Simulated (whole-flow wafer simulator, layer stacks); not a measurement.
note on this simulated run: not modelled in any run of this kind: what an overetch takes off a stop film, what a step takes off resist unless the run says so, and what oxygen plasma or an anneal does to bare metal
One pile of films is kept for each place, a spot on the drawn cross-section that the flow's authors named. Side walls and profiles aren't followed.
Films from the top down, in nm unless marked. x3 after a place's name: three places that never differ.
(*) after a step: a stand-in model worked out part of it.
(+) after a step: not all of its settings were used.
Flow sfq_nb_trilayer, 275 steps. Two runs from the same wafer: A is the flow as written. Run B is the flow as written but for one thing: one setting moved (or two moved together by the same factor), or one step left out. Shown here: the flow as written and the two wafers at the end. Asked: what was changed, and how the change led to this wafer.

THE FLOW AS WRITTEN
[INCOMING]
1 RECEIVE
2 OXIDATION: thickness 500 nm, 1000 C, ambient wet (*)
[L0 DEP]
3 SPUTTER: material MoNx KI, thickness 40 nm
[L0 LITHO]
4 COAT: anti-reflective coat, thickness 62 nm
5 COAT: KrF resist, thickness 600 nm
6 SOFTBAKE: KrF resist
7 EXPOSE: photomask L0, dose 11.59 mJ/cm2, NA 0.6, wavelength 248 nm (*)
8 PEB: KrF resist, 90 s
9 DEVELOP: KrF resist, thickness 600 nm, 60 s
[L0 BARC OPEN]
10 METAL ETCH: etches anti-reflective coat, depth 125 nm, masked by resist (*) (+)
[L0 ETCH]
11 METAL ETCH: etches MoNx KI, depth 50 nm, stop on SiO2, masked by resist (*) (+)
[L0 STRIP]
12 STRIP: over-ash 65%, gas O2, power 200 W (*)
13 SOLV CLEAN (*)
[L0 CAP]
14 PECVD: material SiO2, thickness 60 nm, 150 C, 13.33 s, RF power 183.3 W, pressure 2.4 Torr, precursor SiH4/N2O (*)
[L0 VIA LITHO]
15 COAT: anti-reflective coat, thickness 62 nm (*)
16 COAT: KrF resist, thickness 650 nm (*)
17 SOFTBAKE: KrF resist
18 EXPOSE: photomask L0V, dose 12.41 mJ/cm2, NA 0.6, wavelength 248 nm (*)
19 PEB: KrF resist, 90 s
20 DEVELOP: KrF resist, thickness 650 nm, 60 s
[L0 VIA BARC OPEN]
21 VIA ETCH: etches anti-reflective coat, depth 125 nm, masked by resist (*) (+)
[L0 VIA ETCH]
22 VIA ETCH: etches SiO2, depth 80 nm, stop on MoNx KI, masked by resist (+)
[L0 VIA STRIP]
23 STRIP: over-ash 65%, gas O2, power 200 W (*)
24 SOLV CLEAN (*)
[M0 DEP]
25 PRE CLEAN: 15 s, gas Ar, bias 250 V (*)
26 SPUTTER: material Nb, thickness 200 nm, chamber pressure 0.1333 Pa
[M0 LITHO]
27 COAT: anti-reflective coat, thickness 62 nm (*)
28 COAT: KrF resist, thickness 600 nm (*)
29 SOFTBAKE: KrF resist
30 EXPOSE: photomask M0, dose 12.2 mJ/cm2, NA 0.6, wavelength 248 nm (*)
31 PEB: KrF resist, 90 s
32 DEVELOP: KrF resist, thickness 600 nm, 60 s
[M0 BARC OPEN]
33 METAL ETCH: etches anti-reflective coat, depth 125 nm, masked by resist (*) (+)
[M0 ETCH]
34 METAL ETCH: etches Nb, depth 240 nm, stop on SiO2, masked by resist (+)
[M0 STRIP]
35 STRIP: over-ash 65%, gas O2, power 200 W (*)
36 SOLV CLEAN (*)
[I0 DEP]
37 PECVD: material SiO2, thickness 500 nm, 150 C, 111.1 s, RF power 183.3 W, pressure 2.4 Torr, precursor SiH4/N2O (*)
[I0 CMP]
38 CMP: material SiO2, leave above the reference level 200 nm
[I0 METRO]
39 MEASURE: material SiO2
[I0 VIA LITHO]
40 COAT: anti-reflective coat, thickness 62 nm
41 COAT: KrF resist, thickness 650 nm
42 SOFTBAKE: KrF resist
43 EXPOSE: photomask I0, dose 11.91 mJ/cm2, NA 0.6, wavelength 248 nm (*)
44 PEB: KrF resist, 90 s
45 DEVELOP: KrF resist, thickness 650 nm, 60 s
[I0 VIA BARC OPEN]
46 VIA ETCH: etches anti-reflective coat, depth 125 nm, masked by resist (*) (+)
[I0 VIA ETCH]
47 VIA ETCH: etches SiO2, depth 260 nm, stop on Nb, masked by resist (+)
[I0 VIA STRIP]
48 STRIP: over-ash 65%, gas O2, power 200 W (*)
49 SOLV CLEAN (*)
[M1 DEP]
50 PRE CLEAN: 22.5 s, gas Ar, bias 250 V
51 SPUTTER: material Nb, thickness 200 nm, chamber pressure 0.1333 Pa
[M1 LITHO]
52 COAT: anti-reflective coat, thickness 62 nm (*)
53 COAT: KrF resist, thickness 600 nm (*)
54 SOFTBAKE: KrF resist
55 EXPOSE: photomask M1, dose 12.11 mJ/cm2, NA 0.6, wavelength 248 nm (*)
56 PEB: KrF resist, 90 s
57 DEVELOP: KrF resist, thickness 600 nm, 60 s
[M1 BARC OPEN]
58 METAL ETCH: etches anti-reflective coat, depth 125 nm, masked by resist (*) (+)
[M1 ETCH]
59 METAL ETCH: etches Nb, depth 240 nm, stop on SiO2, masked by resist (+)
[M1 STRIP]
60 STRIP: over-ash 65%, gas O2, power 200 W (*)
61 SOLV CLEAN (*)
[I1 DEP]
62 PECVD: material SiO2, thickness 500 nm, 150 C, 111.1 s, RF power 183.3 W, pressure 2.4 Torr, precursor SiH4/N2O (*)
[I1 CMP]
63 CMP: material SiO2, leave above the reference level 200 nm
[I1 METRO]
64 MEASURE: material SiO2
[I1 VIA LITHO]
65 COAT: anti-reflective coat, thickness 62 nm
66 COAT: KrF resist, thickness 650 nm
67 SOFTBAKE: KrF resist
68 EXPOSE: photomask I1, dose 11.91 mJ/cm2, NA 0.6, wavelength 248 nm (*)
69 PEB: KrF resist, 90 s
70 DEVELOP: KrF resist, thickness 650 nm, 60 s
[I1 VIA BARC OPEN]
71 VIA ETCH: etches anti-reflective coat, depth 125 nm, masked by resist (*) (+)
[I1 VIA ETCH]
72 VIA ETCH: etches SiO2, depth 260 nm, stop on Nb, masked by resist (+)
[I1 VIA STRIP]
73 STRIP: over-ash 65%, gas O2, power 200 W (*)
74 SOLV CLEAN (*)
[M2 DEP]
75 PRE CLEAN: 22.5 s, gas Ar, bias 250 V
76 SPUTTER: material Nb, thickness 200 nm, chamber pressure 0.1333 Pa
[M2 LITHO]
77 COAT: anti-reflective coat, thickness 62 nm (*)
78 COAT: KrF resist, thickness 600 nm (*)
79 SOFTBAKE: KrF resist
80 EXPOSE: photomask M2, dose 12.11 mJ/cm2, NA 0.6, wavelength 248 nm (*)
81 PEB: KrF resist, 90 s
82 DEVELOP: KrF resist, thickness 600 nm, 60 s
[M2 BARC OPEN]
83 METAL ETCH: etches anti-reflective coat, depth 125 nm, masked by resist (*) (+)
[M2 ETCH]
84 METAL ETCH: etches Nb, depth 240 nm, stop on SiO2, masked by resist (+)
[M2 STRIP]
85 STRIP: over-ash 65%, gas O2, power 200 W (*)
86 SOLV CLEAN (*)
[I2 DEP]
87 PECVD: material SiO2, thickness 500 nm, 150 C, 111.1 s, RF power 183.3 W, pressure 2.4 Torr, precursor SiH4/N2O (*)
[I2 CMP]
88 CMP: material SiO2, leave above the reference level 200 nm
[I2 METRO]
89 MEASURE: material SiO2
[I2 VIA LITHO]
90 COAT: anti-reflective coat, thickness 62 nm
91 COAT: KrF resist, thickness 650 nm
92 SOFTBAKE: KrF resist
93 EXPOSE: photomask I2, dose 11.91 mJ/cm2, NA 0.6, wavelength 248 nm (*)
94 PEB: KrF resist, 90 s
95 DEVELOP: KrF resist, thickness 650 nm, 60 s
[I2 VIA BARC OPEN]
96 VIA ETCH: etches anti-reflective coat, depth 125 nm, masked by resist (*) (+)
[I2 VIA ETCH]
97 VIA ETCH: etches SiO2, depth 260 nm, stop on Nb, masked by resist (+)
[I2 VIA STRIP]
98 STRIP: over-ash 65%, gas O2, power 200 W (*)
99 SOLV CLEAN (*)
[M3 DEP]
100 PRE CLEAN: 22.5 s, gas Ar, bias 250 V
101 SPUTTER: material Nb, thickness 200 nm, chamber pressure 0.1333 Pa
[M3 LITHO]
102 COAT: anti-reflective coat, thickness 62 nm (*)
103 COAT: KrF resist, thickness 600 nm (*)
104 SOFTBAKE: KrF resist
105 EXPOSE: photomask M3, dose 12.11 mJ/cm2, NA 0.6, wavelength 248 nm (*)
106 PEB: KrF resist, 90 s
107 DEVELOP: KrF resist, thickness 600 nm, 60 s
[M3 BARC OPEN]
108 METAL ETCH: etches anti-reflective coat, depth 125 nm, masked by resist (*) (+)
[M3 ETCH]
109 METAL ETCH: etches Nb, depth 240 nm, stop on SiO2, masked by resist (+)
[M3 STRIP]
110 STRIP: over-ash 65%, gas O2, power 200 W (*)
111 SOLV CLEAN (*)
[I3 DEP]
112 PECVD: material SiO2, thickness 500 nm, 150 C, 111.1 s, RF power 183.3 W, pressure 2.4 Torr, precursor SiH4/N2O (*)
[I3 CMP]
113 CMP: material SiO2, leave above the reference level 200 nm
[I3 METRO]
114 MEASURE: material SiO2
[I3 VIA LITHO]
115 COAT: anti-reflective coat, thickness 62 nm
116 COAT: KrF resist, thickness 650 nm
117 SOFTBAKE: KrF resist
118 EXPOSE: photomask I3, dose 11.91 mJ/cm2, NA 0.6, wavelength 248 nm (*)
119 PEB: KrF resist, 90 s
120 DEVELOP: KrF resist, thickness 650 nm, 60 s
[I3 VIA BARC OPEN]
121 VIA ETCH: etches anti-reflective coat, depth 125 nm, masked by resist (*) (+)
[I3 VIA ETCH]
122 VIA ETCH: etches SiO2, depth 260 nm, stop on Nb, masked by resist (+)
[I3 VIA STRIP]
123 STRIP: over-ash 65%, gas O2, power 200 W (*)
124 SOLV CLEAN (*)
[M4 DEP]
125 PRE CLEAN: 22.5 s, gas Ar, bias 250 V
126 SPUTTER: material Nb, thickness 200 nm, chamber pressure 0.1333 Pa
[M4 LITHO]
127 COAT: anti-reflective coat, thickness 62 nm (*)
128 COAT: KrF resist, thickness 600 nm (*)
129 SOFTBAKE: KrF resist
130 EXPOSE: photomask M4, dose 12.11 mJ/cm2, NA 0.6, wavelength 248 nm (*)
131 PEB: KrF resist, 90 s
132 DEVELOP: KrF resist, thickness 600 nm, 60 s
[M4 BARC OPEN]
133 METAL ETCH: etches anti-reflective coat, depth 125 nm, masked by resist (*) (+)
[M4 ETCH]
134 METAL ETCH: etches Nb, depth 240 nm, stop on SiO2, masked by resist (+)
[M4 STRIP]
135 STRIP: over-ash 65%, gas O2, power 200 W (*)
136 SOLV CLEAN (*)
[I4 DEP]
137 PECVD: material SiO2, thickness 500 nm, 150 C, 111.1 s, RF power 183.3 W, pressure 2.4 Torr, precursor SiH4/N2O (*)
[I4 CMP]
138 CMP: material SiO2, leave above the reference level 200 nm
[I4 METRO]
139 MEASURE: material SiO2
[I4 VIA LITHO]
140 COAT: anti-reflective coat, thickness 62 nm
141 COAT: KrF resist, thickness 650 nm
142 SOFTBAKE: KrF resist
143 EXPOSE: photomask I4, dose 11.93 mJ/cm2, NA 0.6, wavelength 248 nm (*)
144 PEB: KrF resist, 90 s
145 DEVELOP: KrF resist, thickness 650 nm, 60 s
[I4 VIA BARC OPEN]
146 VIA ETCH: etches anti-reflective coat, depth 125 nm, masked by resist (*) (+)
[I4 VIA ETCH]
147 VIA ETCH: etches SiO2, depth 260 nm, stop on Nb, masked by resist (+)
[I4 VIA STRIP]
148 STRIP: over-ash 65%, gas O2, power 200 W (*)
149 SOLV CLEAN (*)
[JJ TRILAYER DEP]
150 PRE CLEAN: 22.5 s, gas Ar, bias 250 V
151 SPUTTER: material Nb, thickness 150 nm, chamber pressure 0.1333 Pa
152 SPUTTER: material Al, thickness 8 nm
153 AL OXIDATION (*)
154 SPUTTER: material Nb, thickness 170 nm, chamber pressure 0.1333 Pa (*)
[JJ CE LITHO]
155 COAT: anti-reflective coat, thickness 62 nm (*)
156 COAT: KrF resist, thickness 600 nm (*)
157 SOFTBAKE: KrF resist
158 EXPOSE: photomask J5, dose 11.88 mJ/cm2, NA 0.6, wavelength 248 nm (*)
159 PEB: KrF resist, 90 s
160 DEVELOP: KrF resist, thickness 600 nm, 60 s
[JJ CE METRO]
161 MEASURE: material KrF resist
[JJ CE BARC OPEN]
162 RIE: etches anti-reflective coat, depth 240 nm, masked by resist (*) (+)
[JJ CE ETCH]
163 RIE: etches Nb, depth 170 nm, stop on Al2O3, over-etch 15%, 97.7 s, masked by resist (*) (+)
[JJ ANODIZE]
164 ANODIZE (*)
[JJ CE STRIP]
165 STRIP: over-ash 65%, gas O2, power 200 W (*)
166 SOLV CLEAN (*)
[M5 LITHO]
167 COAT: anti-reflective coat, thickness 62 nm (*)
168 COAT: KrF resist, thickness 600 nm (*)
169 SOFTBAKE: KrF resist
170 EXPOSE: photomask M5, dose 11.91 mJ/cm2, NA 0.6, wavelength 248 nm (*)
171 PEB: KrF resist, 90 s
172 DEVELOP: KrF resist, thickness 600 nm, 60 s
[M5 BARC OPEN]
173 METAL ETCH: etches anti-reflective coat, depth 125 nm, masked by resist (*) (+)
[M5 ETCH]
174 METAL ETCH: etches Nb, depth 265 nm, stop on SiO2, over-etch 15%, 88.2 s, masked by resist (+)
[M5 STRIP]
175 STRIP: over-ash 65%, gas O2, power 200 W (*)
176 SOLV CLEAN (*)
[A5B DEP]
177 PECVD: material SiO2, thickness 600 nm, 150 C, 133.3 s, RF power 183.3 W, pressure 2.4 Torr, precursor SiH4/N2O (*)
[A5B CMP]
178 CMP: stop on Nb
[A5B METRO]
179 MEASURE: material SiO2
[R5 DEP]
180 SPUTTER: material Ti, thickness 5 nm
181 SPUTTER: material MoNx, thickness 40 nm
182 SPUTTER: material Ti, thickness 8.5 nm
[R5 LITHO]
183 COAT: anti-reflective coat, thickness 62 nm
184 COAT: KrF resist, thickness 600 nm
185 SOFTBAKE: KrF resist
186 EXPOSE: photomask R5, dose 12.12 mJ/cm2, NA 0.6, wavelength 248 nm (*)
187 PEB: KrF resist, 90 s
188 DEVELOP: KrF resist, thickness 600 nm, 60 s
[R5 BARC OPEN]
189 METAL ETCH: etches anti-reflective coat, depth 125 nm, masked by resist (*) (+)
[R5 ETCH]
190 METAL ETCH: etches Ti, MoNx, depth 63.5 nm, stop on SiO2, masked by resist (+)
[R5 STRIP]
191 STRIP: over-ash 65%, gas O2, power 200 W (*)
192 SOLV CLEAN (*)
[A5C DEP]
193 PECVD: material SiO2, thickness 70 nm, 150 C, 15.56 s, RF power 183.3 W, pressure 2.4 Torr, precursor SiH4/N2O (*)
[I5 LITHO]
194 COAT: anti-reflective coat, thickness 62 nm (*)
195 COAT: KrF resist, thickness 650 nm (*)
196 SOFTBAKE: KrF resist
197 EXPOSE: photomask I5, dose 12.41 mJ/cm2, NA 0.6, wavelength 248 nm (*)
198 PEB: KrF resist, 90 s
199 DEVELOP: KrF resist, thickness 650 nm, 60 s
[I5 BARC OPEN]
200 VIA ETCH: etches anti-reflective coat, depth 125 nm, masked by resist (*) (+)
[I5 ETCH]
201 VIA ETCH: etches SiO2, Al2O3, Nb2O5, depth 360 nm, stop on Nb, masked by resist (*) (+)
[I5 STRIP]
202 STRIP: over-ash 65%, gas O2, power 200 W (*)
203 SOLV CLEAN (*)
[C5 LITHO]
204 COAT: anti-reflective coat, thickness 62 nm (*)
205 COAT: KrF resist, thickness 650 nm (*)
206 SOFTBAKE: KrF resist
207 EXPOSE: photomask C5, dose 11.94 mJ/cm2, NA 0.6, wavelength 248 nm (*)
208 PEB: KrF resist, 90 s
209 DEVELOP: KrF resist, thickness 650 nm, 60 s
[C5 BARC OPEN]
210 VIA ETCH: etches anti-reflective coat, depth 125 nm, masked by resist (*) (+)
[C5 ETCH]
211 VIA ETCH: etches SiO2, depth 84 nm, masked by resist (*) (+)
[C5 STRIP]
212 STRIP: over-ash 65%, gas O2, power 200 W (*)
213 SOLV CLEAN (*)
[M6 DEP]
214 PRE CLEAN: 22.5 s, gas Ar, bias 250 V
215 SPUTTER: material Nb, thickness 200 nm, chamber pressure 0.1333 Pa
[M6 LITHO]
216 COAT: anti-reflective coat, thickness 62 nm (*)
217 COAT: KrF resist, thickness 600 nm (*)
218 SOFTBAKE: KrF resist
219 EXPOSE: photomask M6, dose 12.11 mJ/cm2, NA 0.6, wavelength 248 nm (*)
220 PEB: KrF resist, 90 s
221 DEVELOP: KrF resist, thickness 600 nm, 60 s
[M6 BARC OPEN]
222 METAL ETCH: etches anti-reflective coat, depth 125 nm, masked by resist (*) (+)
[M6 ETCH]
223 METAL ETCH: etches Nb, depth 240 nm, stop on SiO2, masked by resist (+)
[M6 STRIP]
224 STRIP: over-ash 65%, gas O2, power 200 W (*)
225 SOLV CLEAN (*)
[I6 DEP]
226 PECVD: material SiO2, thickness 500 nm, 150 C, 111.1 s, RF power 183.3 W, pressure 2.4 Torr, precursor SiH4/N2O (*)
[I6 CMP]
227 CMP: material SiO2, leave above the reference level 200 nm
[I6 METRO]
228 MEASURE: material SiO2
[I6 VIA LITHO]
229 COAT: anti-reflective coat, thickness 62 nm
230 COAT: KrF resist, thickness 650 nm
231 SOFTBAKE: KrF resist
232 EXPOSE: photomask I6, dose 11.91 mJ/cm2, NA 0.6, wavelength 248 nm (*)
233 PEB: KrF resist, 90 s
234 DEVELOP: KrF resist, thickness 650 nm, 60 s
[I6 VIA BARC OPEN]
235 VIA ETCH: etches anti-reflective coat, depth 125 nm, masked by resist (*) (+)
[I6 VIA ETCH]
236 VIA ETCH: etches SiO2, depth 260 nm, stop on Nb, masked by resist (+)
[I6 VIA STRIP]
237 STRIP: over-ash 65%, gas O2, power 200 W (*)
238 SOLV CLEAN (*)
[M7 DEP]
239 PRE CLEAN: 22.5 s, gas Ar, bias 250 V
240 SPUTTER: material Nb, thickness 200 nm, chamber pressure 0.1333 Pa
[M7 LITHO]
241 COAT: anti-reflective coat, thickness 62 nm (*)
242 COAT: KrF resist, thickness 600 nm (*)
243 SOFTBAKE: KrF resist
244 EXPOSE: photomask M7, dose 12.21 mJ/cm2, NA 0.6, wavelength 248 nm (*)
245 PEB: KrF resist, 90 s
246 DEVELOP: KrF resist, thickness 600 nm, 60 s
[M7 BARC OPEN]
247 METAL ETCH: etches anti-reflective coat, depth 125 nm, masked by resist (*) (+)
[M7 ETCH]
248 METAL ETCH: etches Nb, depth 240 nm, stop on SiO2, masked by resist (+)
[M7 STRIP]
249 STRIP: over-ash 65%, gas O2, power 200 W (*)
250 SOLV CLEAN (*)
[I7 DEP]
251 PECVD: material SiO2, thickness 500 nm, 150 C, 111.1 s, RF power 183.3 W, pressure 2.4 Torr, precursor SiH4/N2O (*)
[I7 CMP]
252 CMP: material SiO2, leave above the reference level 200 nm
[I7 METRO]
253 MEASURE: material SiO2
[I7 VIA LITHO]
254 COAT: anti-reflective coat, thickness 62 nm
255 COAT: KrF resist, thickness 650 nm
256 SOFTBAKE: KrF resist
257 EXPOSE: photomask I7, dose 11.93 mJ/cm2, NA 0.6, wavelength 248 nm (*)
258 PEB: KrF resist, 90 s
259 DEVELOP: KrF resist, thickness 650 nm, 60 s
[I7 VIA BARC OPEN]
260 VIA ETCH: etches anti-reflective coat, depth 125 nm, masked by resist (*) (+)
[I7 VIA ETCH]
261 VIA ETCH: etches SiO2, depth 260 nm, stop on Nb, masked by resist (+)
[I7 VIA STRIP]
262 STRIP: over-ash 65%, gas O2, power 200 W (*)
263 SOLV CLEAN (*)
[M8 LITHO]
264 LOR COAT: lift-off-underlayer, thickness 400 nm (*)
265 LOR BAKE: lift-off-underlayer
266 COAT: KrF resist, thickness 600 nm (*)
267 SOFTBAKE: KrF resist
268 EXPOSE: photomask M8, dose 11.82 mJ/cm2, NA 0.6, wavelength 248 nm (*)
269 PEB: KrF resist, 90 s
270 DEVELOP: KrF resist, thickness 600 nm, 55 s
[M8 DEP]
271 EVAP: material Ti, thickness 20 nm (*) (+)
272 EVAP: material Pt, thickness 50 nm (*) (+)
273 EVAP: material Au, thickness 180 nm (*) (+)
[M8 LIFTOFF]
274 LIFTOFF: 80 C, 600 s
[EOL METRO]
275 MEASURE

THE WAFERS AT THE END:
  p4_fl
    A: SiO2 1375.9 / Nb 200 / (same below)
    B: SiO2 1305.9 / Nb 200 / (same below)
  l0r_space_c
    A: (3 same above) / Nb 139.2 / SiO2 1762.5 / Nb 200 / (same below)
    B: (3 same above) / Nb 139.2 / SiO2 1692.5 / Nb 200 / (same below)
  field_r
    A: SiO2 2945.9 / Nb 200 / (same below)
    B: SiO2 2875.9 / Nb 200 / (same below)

The cause: step 138, CMP: leave above the reference level 130 nm was run, where the flow has leave above the reference level 200 nm.

How the change led to this, step by step:
  138 CMP: material SiO2, leave above the reference level 200 nm
      field_l, be, be_sur and 55 more: A SiO2 -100 | B SiO2 -170
      v_sur, via_wl, via_w and 35 more: A SiO2 -300 | B SiO2 -370
      (and at 10 more places)
  147 VIA ETCH: etches SiO2, depth 260 nm, stop on Nb, masked by resist (+)
      field_l, v_sur, via_sp and 100 more: A KrF resist -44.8 | B KrF resist -33.6
      via_wl, via_w, via_wr: A SiO2 -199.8 (all of it) | B SiO2 -129.8 (all of it)
  148 STRIP: over-ash 65%, gas O2, power 200 W (*)
      field_l, v_sur, via_sp and 100 more: A KrF resist -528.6 (all of it), anti-reflective coat -62 (all of it) | B KrF resist -539.9 (all of it), anti-reflective coat -62 (all of it)
  151 SPUTTER: material Nb, thickness 150 nm, chamber pressure 0.1333 Pa
      via_wl, via_w, via_wr: A Nb +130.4 | B Nb +138.6
  152 SPUTTER: material Al, thickness 8 nm
      via_wl, via_wr: A Al +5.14 (new film) | B Al +5.98 (new film)
      via_w: A Al +7.12 (new film) | B Al +7.77 (new film)
  154 SPUTTER: material Nb, thickness 170 nm, chamber pressure 0.1333 Pa (*)
      via_wl, via_wr: A Nb +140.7 (new film) | B Nb +122.6 (new film)
      via_w: A Nb +141 (new film) | B Nb +165.4 (new film)
  155 COAT: anti-reflective coat, thickness 62 nm (*)
      via_wl, via_wr: A anti-reflective coat +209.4 (new film) | B anti-reflective coat +189.9 (new film)
      v_sur: A anti-reflective coat +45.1 (new film) | B anti-reflective coat +48.4 (new film)
      (and at 2 more places)
  156 COAT: KrF resist, thickness 600 nm (*)
      via_wl: A KrF resist +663 (new film) | B KrF resist +638.6 (new film)
      via_w: A KrF resist +763.8 (new film) | B KrF resist +687.1 (new film)
      (and at 1 more place)
  160 DEVELOP: KrF resist, thickness 600 nm, 60 s
      via_wl: A KrF resist -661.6 (all of it) | B KrF resist -637.2 (all of it)
      via_w: A KrF resist -762.1 (all of it) | B KrF resist -685.7 (all of it)
      (and at 1 more place)
  162 RIE: etches anti-reflective coat, depth 240 nm, masked by resist (*) (+)
      ce_l, c5j, ce_r, wl_jj: A KrF resist -209.4 | B KrF resist -189.9
      via_wl, via_wr: A anti-reflective coat -209.4 (all of it) | B anti-reflective coat -189.9 (all of it)
      (and at 3 more places)
  163 RIE: etches Nb, depth 170 nm, stop on Al2O3, over-etch 15%, 97.7 s, masked by resist (*) (+)
      via_w: A Nb -141 (all of it), Al2O3 -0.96 (all of it) | B Nb -165.4 (all of it), Al2O3 -0.6
      via_wl, via_wr: A Nb -140.7 (all of it), Al2O3 -0.96 (all of it) | B Nb -122.6 (all of it), Al2O3 -0.96 (all of it)
  164 ANODIZE (*)
      via_w: A Al2O3 +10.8 (new film), Nb2O5 +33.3 (new film), Al -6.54 (all of it), Nb -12 | B Al2O3 +11.9, Nb2O5 +30.8 (new film), Al -7.19 (all of it), Nb -11.1
      via_wl, via_wr: A Al2O3 +7.52 (new film), Nb2O5 +39.2 (new film), Al -4.56 (all of it), Nb -14.1 | B Al2O3 +8.92 (new film), Nb2O5 +36.7 (new film), Al -5.4 (all of it), Nb -13.2
  165 STRIP: over-ash 65%, gas O2, power 200 W (*)
      ce_l: A KrF resist -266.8 (all of it), anti-reflective coat -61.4 (all of it) | B KrF resist -286.8 (all of it), anti-reflective coat -61.7 (all of it)
      c5j: A KrF resist -266.9 (all of it), anti-reflective coat -61.5 (all of it) | B KrF resist -286.8 (all of it), anti-reflective coat -61.7 (all of it)
      (and at 2 more places)
  167 COAT: anti-reflective coat, thickness 62 nm (*)
      via_wl: A anti-reflective coat +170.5 (new film) | B anti-reflective coat +116.8 (new film)
      via_w: A anti-reflective coat +84.1 (new film) | B anti-reflective coat +74.7 (new film)
      (and at 2 more places)
  168 COAT: KrF resist, thickness 600 nm (*)
      v_sur: A KrF resist +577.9 (new film) | B KrF resist +589.8 (new film)
      via_w: A KrF resist +732.6 (new film) | B KrF resist +684.7 (new film)
  175 STRIP: over-ash 65%, gas O2, power 200 W (*)
      v_sur: A KrF resist -349.2 (all of it), anti-reflective coat -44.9 (all of it) | B KrF resist -361 (all of it), anti-reflective coat -45.1 (all of it)
      via_wl: A KrF resist -427 (all of it), anti-reflective coat -170.5 (all of it) | B KrF resist -419.6 (all of it), anti-reflective coat -116.8 (all of it)
      (and at 3 more places)
  178 CMP: stop on Nb
      via_wl, via_wr: A SiO2 -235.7 | B SiO2 -313.7
      via_w: A SiO2 -235.2 | B SiO2 -313.2
